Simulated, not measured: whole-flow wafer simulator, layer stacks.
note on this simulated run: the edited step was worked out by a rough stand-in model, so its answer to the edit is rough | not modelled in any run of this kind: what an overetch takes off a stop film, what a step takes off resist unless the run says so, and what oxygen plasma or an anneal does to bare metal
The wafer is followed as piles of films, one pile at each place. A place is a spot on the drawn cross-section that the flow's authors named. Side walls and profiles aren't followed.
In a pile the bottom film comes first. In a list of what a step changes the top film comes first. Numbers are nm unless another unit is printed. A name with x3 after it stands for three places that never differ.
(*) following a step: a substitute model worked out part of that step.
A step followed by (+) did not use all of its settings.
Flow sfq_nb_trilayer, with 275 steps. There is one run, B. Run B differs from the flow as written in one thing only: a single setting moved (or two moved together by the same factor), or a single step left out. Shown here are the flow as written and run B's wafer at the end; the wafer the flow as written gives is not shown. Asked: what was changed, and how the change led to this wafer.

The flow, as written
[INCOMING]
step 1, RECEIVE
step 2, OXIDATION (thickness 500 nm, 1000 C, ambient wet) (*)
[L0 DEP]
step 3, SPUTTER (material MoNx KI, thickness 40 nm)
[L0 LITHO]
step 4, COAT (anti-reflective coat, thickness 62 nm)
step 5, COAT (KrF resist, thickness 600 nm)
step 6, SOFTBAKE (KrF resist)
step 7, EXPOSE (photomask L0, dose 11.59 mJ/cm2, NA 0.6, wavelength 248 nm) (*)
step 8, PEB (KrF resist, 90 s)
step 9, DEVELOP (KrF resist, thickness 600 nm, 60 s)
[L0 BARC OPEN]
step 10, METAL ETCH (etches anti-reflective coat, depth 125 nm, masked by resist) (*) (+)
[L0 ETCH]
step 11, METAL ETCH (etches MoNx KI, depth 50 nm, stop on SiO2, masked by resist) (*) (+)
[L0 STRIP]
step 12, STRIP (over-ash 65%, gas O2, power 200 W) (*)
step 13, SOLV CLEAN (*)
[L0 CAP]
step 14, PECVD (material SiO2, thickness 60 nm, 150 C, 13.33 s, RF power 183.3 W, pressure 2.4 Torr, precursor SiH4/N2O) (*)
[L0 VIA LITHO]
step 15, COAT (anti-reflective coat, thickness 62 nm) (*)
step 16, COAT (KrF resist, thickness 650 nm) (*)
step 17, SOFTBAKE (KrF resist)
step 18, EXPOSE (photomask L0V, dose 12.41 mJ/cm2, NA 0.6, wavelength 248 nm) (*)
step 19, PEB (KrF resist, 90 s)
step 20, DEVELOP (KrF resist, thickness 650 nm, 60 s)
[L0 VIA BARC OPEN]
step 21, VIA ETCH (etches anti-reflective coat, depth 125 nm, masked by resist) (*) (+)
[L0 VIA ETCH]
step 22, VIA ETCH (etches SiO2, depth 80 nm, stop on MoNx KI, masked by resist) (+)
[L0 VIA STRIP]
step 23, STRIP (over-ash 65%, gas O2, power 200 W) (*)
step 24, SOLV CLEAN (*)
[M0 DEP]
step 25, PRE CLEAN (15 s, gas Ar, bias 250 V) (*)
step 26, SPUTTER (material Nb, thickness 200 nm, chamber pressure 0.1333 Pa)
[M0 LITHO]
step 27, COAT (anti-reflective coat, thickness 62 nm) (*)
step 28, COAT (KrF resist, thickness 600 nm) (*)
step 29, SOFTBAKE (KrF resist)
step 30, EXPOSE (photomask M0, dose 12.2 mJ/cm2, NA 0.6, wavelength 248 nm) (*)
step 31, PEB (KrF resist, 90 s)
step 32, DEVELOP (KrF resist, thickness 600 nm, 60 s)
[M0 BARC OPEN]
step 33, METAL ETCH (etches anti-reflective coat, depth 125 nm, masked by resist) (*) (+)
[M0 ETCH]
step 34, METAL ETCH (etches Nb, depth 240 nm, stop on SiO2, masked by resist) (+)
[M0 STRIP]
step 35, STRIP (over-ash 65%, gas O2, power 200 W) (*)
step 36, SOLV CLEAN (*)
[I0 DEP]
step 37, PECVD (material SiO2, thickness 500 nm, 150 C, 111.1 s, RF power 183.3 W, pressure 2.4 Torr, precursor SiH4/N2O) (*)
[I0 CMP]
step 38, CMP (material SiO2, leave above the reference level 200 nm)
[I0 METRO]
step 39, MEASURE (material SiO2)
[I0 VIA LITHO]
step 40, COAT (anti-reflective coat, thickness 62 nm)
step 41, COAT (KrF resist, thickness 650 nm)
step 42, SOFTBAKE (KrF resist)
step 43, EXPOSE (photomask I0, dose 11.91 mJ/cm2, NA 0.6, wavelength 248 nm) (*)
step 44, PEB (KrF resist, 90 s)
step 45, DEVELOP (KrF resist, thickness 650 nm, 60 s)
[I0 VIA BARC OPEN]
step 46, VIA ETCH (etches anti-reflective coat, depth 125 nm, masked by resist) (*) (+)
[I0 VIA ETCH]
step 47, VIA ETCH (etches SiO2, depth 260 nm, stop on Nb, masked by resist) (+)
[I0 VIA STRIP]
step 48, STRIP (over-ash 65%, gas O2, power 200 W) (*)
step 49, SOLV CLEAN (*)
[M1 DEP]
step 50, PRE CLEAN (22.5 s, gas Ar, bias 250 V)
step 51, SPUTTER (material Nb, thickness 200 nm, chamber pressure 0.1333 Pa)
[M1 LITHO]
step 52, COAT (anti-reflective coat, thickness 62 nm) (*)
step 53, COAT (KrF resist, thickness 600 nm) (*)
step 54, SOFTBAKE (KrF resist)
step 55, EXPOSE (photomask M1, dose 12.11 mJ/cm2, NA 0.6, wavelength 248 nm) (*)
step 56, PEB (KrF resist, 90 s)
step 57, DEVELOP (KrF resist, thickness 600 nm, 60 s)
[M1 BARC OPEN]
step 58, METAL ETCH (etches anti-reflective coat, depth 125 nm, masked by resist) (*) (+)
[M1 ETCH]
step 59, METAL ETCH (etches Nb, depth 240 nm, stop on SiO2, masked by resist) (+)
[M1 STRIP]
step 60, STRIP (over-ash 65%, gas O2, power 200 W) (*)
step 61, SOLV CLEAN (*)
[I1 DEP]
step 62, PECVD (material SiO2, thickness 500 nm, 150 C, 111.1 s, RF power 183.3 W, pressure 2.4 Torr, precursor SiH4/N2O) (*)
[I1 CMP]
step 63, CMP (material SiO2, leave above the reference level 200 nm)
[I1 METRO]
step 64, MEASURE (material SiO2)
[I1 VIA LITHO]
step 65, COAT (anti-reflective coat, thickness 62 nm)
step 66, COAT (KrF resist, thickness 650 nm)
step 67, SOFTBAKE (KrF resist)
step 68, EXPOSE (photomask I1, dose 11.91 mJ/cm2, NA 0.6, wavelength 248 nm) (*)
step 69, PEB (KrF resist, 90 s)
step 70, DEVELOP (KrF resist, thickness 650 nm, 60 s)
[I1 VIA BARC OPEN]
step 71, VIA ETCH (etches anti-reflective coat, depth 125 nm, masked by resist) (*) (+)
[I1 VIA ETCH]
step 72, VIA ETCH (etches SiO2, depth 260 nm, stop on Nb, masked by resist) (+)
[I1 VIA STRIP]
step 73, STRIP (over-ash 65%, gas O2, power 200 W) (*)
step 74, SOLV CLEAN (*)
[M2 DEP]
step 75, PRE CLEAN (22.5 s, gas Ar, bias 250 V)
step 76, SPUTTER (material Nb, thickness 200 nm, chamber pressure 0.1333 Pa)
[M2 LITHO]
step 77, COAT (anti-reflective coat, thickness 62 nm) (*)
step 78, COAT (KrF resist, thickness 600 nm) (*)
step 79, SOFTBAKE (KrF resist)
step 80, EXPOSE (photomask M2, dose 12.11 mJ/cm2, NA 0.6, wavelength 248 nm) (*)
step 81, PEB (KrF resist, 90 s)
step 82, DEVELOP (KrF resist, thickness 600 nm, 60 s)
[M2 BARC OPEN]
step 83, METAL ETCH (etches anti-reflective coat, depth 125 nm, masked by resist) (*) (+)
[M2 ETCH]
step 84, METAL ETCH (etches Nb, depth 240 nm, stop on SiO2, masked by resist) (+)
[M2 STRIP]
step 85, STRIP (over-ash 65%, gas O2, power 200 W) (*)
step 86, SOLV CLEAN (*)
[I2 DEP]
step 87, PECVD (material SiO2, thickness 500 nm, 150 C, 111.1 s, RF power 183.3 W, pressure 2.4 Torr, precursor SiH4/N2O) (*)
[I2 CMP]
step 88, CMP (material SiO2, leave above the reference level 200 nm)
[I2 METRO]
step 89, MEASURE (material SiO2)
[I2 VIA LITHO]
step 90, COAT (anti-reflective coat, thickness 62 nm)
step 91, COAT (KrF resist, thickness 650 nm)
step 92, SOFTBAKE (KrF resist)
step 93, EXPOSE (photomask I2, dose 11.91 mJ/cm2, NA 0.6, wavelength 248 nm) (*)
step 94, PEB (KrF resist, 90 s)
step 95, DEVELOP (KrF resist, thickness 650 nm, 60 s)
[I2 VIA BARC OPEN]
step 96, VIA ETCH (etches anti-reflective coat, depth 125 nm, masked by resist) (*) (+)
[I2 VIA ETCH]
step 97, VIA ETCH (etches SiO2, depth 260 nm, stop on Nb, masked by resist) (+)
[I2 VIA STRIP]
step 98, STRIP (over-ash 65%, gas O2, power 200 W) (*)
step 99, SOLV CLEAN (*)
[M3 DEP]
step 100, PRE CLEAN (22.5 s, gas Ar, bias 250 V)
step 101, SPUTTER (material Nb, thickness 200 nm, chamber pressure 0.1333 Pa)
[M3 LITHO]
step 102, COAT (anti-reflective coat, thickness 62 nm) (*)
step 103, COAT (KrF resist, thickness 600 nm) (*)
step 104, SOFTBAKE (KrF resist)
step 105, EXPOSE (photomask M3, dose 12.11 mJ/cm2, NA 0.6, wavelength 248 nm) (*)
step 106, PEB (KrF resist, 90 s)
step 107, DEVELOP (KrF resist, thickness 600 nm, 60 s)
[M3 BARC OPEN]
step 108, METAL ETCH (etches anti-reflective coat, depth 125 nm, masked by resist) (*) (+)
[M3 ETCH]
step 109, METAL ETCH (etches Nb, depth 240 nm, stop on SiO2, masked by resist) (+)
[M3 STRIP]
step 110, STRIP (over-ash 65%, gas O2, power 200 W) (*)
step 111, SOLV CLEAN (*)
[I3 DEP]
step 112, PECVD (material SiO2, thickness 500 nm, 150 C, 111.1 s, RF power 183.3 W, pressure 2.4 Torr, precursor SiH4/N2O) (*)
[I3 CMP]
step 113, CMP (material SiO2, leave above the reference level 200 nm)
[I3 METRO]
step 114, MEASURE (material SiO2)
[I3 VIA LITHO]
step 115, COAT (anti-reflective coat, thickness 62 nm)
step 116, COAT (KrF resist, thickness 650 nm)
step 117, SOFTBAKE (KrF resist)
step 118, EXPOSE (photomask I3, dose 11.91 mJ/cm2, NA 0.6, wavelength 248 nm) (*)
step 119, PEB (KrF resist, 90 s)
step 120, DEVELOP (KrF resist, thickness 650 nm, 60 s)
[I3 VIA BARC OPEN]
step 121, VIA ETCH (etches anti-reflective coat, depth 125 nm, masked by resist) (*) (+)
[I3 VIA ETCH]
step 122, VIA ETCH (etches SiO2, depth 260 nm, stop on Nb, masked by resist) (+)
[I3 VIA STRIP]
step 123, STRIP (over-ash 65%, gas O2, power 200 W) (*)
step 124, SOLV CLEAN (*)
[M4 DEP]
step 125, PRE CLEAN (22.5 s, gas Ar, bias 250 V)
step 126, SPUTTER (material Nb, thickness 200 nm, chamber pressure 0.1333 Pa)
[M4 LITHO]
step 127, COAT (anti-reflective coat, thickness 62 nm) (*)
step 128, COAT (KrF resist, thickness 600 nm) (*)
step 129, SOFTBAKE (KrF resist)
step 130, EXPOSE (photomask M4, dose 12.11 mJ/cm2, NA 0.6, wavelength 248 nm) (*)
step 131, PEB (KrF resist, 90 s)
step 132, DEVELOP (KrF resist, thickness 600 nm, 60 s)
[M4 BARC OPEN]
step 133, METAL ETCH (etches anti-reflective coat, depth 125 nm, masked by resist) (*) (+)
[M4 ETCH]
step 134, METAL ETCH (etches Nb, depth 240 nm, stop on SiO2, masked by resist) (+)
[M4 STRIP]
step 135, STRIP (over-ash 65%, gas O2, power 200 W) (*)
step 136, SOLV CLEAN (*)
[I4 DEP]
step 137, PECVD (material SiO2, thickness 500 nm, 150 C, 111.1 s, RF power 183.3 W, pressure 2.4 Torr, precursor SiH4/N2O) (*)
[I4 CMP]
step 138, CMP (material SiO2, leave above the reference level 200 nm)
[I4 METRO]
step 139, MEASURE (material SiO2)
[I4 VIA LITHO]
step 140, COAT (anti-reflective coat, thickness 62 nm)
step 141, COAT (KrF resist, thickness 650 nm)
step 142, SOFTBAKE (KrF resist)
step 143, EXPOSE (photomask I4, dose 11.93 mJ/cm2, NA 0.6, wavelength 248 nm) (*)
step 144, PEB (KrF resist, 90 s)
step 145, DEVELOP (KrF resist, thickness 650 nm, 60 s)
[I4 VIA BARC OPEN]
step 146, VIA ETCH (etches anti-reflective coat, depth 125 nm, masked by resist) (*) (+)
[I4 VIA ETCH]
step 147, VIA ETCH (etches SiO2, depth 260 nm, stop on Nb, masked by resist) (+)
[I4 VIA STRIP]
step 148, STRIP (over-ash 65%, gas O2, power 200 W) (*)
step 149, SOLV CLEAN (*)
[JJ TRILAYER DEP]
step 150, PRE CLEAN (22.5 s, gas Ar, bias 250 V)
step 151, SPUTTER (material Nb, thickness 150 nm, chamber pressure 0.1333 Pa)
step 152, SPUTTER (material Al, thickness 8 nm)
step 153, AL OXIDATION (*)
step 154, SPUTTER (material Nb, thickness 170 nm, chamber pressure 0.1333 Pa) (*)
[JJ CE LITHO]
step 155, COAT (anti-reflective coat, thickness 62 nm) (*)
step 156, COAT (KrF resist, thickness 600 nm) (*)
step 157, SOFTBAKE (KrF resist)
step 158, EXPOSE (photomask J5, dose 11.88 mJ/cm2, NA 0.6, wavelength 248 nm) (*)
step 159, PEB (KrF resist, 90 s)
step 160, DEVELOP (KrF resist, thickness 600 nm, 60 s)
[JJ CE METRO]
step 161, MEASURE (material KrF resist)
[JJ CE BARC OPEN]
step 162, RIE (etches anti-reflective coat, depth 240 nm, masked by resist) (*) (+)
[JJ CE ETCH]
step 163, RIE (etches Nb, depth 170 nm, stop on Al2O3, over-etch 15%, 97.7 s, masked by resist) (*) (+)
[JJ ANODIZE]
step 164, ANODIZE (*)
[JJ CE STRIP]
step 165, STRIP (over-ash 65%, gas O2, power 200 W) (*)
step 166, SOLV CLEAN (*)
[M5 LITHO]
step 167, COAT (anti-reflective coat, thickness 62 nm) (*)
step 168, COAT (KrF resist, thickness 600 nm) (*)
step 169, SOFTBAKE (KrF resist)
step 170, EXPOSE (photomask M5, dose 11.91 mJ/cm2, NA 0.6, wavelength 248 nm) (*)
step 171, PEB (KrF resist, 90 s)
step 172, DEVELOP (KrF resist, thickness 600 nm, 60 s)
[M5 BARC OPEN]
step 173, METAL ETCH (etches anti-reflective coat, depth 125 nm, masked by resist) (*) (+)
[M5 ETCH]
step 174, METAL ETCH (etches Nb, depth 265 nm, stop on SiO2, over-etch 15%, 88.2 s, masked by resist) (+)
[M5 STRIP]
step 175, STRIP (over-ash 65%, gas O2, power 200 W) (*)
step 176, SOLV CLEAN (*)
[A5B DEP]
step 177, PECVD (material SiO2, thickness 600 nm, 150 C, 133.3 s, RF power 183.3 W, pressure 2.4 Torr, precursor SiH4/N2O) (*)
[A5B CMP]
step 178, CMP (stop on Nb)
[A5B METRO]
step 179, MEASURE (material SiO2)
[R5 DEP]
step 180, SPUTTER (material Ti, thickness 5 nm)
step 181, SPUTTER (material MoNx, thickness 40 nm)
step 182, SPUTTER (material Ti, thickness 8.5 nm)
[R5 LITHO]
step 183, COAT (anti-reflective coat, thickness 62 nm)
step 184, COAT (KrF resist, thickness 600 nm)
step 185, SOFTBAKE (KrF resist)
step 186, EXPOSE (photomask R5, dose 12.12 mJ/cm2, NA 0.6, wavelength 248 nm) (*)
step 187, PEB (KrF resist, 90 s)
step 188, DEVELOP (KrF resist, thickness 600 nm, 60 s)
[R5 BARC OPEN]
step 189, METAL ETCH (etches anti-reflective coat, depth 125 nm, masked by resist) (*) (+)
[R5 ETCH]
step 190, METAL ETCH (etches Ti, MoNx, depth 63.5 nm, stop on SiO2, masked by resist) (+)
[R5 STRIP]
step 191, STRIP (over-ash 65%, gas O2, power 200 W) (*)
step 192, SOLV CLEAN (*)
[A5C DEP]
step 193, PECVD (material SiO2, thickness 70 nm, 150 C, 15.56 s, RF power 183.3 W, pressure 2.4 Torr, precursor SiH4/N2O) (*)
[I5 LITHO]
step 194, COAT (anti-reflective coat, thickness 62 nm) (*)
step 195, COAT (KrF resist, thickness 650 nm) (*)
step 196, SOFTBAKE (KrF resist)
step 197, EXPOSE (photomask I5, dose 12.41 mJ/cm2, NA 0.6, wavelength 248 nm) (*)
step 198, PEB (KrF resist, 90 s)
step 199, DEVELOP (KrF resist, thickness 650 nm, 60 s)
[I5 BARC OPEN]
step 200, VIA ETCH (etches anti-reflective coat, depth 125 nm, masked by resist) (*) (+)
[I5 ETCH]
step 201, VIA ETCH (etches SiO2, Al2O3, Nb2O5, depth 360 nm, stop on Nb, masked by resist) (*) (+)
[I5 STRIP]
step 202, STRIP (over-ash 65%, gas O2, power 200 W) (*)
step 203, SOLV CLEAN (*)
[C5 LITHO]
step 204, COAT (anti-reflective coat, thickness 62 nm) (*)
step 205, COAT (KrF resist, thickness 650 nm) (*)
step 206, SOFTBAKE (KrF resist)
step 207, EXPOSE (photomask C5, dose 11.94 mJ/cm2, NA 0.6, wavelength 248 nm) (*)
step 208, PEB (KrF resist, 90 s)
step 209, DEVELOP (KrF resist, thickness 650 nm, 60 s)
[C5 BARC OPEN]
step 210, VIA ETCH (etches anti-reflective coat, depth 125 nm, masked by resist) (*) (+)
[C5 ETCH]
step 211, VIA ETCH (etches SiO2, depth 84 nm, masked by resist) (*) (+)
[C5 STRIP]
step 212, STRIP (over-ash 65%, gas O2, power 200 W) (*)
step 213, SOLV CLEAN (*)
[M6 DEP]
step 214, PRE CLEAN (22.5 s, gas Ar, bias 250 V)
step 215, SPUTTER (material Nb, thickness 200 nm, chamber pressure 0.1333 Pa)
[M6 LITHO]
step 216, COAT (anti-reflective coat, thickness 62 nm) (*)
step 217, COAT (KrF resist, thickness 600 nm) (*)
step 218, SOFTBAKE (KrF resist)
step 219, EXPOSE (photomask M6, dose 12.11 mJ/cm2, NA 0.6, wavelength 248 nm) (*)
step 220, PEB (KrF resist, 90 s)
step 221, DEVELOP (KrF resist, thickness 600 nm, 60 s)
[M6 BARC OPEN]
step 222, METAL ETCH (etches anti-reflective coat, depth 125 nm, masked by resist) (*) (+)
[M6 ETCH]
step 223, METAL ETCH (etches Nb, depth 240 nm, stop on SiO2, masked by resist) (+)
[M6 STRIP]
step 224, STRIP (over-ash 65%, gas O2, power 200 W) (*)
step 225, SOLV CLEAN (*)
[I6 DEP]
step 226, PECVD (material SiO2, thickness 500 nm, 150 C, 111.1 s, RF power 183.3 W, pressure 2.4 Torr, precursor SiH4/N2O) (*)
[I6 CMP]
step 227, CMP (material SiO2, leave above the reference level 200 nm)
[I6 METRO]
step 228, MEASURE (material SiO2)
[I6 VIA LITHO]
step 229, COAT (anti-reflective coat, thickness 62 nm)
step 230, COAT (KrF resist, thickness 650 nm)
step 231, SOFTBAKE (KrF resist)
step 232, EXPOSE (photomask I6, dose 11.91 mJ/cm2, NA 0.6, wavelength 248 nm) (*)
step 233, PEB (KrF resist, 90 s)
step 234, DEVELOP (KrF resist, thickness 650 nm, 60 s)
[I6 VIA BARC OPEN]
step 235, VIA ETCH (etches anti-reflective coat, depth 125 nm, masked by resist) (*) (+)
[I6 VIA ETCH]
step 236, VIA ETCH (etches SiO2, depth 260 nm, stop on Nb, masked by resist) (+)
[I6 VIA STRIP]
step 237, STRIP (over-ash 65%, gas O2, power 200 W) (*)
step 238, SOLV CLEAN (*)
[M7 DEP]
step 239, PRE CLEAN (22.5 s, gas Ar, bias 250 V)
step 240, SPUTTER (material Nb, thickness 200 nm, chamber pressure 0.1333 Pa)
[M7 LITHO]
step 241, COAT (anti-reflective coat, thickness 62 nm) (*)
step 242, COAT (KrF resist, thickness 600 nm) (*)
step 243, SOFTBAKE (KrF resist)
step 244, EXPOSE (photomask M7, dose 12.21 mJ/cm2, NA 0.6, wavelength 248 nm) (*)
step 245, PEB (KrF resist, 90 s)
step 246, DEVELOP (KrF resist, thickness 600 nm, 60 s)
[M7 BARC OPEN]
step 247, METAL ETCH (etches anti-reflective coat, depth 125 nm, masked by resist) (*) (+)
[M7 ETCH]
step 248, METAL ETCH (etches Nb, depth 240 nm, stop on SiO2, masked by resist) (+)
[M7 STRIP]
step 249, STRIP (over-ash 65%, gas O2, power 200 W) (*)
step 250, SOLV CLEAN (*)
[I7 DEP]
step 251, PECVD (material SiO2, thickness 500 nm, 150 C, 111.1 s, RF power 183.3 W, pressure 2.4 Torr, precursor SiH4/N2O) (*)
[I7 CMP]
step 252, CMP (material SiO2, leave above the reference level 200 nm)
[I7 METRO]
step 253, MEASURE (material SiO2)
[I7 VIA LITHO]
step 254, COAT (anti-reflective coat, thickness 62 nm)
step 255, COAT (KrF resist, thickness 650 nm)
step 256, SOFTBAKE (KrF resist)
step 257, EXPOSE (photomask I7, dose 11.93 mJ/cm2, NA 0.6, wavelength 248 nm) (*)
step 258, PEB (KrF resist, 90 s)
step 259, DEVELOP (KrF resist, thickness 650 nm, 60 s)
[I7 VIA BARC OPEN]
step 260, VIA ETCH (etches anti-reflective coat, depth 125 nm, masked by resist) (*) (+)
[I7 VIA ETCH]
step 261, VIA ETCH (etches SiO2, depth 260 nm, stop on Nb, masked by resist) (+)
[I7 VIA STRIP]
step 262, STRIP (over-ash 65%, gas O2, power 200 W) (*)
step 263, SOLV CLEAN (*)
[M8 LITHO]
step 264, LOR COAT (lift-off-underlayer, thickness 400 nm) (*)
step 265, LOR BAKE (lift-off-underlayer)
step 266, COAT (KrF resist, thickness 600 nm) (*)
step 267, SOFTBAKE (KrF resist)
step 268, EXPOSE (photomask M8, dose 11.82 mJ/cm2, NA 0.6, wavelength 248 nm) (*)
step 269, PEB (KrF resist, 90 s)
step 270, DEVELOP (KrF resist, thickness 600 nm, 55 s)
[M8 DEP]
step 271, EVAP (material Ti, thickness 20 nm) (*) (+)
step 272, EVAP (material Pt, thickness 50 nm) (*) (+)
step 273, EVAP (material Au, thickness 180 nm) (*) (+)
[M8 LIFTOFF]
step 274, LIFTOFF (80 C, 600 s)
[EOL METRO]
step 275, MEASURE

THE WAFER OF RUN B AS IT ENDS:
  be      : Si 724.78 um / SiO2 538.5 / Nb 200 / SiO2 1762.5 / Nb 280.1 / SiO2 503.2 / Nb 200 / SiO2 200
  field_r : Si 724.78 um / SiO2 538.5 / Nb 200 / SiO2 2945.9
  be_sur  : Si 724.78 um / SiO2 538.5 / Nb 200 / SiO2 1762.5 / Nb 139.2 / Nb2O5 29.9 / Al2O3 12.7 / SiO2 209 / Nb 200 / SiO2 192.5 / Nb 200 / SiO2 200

The reason: step 14, PECVD: thickness 43.5 nm was run, while the flow as written has thickness 60 nm; step 14, PECVD: 9.667 s was run, where the flow has 13.33 s.

Step by step, how the change led to this:
  step 14, PECVD (material SiO2, thickness 60 nm, 150 C, 13.33 s, RF power 183.3 W, pressure 2.4 Torr, precursor SiH4/N2O) (*)
      v_sur, via_wl, via_w and 97 more: SiO2 gains 43.5 (it would be, as written: SiO2 gains 60)
      field_l, l0_sur, l0v, l0r_line_l, l0r_line_c, l0r_line_r: SiO2 gains 43.5 (new film) (it would be, as written: SiO2 gains 60 (new film))
  step 22, VIA ETCH (etches SiO2, depth 80 nm, stop on MoNx KI, masked by resist) (+)
      field_l, v_sur, via_wl and 102 more: KrF resist loses 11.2 (it would be, as written: KrF resist loses 13.8)
      l0v: SiO2 loses 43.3 (all of it) (it would be, as written: SiO2 loses 59.8 (all of it))
  step 26, SPUTTER (material Nb, thickness 200 nm, chamber pressure 0.1333 Pa)
      l0v: Nb gains 200 (new film) (it would be, as written: Nb gains 195.7 (new film))
  step 27, COAT (anti-reflective coat, thickness 62 nm) (*)
      l0_sur: anti-reflective coat gains 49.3 (new film) (it would be, as written: anti-reflective coat gains 47.5 (new film))
      l0v: anti-reflective coat gains 72.6 (new film) (it would be, as written: anti-reflective coat gains 78 (new film))
  step 35, STRIP (over-ash 65%, gas O2, power 200 W) (*)
      l0_sur: KrF resist loses 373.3 (all of it), anti-reflective coat loses 49.3 (all of it) (it would be, as written: KrF resist loses 372 (all of it), anti-reflective coat loses 47.5 (all of it))
      l0v: KrF resist loses 394.1 (all of it), anti-reflective coat loses 72.6 (all of it) (it would be, as written: KrF resist loses 405.3 (all of it), anti-reflective coat loses 78 (all of it))
  step 38, CMP (material SiO2, leave above the reference level 200 nm)
      l0v: SiO2 loses 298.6 (it would be, as written: SiO2 loses 277.8)
